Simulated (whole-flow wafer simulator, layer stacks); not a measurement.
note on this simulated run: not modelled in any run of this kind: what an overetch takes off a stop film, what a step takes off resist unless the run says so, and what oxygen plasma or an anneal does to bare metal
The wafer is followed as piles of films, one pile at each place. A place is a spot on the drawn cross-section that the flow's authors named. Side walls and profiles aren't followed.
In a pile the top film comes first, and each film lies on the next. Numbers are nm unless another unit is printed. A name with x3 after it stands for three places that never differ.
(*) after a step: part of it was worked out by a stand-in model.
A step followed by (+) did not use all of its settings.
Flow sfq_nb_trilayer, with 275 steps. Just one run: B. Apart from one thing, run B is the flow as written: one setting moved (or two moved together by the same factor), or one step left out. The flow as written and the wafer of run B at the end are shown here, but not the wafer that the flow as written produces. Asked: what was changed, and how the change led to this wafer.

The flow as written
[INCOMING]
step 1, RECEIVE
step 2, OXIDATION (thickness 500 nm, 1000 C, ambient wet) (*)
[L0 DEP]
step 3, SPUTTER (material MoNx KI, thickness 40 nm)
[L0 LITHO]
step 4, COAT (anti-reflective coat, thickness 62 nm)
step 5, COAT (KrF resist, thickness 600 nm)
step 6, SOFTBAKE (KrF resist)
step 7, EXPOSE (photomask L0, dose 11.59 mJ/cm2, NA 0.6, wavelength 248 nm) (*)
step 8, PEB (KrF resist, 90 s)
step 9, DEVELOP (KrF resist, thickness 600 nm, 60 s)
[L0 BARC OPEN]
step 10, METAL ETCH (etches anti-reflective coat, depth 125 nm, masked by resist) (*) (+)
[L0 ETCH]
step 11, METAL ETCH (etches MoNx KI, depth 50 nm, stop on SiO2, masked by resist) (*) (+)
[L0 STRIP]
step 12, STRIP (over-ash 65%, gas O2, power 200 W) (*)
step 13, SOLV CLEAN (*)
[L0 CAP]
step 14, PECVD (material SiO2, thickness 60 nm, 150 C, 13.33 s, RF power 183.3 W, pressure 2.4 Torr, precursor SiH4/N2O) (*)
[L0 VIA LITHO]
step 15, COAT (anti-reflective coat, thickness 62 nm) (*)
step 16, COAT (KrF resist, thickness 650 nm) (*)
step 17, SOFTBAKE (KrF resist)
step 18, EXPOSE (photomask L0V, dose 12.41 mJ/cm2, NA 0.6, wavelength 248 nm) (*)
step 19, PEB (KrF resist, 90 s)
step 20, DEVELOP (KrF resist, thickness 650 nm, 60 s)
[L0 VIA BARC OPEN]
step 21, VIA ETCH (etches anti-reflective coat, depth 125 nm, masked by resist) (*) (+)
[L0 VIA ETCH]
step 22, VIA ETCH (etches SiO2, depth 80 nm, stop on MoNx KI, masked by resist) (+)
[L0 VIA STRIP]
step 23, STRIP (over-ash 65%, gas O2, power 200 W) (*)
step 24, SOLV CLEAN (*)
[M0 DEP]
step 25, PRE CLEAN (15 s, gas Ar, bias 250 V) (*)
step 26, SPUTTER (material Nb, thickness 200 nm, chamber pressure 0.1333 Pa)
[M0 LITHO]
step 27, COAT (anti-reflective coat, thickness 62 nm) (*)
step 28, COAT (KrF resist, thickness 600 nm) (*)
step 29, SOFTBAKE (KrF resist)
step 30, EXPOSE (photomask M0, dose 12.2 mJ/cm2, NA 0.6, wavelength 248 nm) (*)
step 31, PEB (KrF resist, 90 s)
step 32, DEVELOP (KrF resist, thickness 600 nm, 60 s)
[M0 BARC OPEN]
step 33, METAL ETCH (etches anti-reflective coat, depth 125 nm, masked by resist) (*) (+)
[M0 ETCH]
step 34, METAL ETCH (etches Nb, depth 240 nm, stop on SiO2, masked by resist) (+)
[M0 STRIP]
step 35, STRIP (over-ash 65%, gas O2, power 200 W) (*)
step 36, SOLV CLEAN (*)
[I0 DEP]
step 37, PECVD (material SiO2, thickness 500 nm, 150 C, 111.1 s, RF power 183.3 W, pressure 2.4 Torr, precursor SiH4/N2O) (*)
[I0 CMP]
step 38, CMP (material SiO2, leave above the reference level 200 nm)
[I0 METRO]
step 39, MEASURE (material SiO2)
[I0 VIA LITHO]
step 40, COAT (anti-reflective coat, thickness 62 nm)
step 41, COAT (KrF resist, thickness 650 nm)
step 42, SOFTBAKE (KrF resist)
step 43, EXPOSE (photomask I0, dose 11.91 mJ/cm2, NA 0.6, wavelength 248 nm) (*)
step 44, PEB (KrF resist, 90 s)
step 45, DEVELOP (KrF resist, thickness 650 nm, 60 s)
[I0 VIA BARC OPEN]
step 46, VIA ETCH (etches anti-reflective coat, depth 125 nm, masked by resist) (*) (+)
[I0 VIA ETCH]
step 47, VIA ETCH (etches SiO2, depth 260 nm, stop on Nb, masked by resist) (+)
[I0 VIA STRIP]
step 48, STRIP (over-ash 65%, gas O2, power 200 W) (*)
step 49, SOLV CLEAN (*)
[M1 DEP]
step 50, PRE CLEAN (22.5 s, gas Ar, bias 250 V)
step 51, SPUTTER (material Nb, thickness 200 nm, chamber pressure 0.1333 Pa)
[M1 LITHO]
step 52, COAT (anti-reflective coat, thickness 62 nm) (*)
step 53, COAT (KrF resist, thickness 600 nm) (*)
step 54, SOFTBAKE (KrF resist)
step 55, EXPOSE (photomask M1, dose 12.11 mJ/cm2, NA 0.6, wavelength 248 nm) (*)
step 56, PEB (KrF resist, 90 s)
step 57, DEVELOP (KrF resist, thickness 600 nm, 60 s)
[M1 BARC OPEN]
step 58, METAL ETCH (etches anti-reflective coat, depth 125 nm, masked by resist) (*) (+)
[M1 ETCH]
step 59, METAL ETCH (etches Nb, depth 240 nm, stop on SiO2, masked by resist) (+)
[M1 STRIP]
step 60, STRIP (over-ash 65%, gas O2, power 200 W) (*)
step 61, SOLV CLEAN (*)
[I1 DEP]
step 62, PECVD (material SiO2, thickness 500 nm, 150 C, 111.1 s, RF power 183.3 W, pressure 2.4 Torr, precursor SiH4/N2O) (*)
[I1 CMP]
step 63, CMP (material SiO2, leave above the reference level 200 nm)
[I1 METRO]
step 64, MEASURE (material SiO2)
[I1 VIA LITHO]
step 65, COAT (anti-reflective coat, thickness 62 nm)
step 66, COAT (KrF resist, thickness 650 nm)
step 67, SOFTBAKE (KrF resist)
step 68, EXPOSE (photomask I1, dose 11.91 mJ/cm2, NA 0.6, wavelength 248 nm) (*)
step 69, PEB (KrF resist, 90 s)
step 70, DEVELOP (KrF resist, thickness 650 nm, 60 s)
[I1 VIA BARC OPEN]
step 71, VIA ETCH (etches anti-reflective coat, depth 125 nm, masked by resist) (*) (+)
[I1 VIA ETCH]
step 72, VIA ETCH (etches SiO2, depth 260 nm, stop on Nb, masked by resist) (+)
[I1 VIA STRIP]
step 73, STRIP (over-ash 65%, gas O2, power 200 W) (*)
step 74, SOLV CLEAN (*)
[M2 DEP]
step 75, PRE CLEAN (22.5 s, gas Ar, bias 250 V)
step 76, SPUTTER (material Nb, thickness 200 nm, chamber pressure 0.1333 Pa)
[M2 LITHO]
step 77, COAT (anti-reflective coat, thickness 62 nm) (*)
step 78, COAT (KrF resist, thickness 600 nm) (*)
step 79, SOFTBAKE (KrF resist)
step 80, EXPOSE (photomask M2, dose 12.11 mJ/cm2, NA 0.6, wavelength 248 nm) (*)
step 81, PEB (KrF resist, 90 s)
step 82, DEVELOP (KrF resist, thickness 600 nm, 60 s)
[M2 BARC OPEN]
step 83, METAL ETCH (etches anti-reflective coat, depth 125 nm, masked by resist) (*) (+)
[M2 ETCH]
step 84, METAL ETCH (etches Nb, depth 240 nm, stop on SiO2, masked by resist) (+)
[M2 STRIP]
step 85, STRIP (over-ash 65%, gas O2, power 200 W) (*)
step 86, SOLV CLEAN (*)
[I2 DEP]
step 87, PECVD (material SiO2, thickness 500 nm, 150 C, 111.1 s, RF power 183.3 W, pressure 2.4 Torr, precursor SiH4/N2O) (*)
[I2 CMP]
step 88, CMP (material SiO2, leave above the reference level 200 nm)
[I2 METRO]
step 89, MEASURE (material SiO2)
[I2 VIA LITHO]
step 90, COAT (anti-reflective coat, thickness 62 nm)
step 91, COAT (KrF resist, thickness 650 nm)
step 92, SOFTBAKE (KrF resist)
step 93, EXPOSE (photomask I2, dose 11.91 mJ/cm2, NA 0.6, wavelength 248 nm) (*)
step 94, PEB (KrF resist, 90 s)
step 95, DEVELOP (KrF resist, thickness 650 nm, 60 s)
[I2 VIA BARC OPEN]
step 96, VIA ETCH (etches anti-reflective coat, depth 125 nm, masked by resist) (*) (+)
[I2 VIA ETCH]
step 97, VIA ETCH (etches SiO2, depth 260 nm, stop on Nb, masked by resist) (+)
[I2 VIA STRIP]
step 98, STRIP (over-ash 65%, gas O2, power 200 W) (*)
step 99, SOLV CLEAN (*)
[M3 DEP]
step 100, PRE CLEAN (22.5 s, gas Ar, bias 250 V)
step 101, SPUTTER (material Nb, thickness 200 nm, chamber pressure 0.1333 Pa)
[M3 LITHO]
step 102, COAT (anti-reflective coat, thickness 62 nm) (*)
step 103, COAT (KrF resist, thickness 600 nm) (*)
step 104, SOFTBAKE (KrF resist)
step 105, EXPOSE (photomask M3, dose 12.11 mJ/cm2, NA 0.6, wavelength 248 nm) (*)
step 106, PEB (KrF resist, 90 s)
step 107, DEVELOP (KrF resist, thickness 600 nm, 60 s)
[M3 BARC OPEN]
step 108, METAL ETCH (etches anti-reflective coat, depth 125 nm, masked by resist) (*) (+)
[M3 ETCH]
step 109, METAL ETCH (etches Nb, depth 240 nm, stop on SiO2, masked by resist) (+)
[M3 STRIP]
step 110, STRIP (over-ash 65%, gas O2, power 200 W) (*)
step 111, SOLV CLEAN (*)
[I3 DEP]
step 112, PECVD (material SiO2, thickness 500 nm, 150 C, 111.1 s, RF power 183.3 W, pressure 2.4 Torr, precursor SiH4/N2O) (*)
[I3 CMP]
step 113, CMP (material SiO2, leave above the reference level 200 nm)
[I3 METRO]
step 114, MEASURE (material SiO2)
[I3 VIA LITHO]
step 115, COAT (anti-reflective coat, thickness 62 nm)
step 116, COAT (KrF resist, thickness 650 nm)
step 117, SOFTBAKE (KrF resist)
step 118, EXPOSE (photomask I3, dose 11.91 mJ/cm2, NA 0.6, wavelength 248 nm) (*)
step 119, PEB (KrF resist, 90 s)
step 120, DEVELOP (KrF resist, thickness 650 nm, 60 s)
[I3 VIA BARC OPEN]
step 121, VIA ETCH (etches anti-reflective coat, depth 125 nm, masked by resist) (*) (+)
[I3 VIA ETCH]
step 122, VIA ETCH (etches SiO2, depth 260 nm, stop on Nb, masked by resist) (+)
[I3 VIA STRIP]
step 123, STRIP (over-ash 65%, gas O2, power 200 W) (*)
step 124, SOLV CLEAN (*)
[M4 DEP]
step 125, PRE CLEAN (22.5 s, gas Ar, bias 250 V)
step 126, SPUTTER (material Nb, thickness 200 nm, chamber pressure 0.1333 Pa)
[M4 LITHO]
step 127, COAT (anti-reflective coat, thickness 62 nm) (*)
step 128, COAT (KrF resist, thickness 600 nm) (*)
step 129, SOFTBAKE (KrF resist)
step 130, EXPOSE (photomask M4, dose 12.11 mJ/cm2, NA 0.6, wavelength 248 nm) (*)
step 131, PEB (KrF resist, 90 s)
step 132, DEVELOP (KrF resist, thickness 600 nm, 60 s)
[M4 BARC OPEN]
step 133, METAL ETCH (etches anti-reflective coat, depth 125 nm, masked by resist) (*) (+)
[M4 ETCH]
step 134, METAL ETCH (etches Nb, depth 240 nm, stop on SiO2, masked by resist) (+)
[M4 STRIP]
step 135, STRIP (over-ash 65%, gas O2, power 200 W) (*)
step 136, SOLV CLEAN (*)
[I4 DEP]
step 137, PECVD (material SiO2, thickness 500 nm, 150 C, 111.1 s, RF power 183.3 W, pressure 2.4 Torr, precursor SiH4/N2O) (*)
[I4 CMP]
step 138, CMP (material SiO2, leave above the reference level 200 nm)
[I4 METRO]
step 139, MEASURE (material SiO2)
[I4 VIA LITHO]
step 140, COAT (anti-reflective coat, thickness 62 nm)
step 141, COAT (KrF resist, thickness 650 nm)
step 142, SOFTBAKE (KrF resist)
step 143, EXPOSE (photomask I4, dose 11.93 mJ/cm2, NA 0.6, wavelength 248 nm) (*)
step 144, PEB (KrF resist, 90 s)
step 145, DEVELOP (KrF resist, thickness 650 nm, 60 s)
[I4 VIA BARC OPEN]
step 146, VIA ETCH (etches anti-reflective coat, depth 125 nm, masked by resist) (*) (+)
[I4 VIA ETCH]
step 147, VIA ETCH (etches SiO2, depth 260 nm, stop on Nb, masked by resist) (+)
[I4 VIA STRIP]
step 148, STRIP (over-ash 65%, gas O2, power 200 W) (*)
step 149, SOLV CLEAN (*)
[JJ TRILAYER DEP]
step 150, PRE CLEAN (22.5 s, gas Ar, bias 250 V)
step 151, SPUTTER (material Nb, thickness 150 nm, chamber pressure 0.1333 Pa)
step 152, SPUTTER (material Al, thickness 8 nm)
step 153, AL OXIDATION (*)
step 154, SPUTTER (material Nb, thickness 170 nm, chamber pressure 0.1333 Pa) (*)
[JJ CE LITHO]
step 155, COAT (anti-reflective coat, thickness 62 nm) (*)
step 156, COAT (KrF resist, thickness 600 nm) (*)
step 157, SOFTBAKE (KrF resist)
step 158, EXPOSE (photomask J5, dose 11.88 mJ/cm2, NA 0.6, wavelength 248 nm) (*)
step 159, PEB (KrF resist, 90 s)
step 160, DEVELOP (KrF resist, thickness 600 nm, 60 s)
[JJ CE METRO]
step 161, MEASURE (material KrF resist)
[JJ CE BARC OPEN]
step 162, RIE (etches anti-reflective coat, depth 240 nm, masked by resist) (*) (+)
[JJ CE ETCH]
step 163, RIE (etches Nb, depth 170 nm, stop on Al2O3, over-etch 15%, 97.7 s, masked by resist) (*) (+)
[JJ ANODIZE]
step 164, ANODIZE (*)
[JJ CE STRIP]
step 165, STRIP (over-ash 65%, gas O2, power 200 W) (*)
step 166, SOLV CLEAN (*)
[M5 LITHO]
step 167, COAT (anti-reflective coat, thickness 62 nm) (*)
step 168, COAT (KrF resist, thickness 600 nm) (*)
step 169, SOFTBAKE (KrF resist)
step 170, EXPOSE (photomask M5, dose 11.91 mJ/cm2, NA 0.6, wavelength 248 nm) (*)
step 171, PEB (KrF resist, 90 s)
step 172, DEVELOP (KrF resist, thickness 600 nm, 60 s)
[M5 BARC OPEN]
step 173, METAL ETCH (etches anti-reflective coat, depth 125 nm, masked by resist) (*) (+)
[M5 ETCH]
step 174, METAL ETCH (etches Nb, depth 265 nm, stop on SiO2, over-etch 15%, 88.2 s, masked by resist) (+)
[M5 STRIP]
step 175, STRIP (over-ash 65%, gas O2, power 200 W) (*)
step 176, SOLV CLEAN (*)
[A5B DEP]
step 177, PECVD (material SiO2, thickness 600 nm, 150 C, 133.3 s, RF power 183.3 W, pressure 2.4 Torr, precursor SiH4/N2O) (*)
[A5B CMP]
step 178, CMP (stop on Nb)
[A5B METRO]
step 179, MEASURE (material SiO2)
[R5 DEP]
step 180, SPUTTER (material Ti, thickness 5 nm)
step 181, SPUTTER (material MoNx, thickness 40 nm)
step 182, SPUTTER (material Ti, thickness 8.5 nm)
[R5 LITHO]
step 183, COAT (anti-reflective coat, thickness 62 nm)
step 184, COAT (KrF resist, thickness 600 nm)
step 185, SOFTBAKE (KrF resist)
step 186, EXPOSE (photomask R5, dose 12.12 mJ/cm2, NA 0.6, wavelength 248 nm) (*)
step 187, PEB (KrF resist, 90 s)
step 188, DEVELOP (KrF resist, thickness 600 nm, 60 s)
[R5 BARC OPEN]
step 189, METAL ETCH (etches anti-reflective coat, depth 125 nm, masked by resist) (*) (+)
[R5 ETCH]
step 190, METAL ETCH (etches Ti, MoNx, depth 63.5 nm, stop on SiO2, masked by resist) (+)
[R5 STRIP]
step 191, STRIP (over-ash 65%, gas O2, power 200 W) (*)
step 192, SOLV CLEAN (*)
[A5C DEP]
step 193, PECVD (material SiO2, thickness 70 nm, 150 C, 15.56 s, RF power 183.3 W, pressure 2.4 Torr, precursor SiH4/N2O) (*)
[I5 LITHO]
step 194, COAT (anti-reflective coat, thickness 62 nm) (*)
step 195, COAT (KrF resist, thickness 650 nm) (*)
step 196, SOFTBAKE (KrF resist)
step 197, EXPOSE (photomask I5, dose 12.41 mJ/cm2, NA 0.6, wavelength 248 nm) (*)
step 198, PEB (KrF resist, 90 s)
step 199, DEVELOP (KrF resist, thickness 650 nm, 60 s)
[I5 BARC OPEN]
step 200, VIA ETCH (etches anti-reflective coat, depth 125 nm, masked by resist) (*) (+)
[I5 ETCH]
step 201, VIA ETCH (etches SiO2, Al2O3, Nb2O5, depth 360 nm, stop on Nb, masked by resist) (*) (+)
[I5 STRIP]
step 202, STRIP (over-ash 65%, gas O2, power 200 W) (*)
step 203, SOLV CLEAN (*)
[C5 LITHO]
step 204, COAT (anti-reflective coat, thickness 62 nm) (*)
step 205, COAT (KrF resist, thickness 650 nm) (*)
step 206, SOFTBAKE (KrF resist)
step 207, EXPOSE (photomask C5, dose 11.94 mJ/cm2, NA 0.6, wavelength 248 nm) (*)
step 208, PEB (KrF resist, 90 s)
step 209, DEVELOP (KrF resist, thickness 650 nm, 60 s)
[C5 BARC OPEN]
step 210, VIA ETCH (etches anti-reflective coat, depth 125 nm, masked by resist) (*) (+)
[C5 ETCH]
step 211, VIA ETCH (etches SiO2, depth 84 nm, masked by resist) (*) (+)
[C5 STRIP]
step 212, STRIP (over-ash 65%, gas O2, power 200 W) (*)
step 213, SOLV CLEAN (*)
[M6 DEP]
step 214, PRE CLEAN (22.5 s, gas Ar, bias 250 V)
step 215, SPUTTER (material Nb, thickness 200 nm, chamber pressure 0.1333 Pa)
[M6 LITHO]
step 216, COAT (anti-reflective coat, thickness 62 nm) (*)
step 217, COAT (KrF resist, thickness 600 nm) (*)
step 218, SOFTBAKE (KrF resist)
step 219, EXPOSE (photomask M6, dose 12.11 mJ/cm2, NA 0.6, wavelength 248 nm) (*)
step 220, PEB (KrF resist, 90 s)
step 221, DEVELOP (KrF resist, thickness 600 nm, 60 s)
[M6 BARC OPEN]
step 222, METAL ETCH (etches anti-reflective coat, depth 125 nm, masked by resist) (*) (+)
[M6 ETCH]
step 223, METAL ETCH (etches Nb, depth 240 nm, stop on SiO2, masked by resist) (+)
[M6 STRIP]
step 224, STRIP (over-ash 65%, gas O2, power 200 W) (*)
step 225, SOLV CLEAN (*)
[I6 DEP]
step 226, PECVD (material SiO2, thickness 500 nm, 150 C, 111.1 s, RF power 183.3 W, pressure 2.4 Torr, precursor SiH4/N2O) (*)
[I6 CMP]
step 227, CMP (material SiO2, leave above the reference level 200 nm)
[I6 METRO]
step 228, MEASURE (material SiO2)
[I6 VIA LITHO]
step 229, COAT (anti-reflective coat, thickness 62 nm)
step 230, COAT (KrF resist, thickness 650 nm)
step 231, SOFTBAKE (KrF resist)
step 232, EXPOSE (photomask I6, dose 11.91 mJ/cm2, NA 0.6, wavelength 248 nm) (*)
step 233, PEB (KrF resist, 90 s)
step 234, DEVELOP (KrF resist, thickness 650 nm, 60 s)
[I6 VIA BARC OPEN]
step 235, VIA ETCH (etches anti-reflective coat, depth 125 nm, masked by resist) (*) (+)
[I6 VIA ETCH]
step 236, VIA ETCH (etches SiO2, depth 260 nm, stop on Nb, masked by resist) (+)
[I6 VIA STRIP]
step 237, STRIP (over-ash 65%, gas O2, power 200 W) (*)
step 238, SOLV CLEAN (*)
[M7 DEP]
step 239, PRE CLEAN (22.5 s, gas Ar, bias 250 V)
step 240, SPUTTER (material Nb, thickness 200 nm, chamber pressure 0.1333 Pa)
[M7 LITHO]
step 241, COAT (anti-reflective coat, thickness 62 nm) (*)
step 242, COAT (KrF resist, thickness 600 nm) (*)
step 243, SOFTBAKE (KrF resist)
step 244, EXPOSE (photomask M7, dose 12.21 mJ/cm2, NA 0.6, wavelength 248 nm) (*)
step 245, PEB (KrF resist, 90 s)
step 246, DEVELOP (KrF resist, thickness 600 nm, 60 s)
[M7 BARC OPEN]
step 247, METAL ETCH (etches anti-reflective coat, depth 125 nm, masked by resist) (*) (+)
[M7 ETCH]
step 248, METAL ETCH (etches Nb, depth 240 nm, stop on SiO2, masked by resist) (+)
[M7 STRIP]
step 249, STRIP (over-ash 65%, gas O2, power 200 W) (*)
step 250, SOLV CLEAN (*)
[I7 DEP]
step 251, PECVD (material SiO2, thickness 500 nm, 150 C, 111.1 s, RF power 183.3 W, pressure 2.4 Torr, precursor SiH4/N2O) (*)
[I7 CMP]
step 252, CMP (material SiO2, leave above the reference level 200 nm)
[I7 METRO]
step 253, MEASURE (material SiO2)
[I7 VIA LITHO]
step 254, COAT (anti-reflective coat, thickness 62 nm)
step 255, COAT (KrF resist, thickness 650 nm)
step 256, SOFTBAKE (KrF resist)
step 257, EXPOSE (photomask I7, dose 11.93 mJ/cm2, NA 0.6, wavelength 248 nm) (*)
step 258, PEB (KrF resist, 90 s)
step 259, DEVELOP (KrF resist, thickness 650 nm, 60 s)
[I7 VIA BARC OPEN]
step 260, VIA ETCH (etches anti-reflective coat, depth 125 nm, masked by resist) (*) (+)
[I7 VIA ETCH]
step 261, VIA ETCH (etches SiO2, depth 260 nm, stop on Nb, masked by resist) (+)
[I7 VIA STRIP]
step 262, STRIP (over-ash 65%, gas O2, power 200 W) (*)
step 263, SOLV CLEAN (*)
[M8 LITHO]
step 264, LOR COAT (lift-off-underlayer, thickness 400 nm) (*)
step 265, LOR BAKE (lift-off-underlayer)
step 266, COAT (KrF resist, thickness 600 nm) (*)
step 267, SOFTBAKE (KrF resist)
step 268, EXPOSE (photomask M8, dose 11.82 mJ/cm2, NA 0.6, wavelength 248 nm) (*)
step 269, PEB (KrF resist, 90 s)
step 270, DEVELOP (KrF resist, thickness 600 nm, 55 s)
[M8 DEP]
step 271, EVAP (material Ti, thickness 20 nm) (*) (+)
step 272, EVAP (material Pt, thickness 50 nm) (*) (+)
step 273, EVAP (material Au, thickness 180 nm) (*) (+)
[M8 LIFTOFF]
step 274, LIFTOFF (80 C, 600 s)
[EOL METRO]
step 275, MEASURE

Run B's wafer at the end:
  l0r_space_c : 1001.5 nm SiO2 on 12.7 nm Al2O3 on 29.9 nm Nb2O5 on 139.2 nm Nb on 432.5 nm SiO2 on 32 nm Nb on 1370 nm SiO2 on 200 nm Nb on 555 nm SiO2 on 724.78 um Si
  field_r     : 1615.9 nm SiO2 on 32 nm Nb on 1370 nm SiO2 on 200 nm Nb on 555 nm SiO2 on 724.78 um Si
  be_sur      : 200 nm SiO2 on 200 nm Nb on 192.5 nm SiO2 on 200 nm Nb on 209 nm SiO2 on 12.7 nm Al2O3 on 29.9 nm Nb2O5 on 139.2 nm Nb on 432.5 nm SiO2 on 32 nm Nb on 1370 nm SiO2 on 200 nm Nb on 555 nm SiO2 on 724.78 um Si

The reason: step 126, SPUTTER: thickness 272 nm was run, whereas the flow has thickness 200 nm.

How this came from the change, step by step:
  step 126, SPUTTER (material Nb, thickness 200 nm, chamber pressure 0.1333 Pa)
      field_l, v_sur, via_wl and 102 more: +272 Nb (new film) (in the flow as written it would be: +200 Nb (new film))
      via_v: +226.1 Nb (in the flow as written it would be: +165.5 Nb)
  step 134, METAL ETCH (etches Nb, depth 240 nm, stop on SiO2, masked by resist) (+)
      field_l, be, be_sur and 64 more: -240 Nb (in the flow as written it would be: -200 Nb (all of it))
  step 137, PECVD (material SiO2, thickness 500 nm, 150 C, 111.1 s, RF power 183.3 W, pressure 2.4 Torr, precursor SiH4/N2O) (*)
      field_l, be, be_sur and 55 more: +500 SiO2 (new film) (in the flow as written it would be: +500 SiO2)
      p3_s0, p3_s1, p3_s2, p3_s3, p3_s4, p3_s5: +597.1 SiO2 (new film) (in the flow as written it would be: +557.1 SiO2)
      (as well as at 4 more places)
  step 138, CMP (material SiO2, leave above the reference level 200 nm)
      field_l, be, be_sur and 55 more: -60 SiO2 (in the flow as written it would be: -100 SiO2)
      lsp_r, l0_sur, l0v: -50.3 SiO2 (in the flow as written it would be: -91.9 SiO2)
      (as well as at 1 more place)
Taking metal films that touch as one body, l0r_space_c has 3 bodies (between them, from the top down: SiO2 432.5; SiO2 1370); the flow as written gives 2 bodies (between them, from the top down: SiO2 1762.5).
Taking metal films that touch as one body, field_r has 2 bodies (between them, from the top down: SiO2 1370); the flow as written gives 1 body.
Taking metal films that touch as one body, be_sur has 5 bodies (between them, from the top down: SiO2 192.5; SiO2 209 / Al2O3 12.7 / Nb2O5 29.9; SiO2 432.5; SiO2 1370); the flow as written gives 4 bodies (between them, from the top down: SiO2 192.5; SiO2 209 / Al2O3 12.7 / Nb2O5 29.9; SiO2 1762.5).
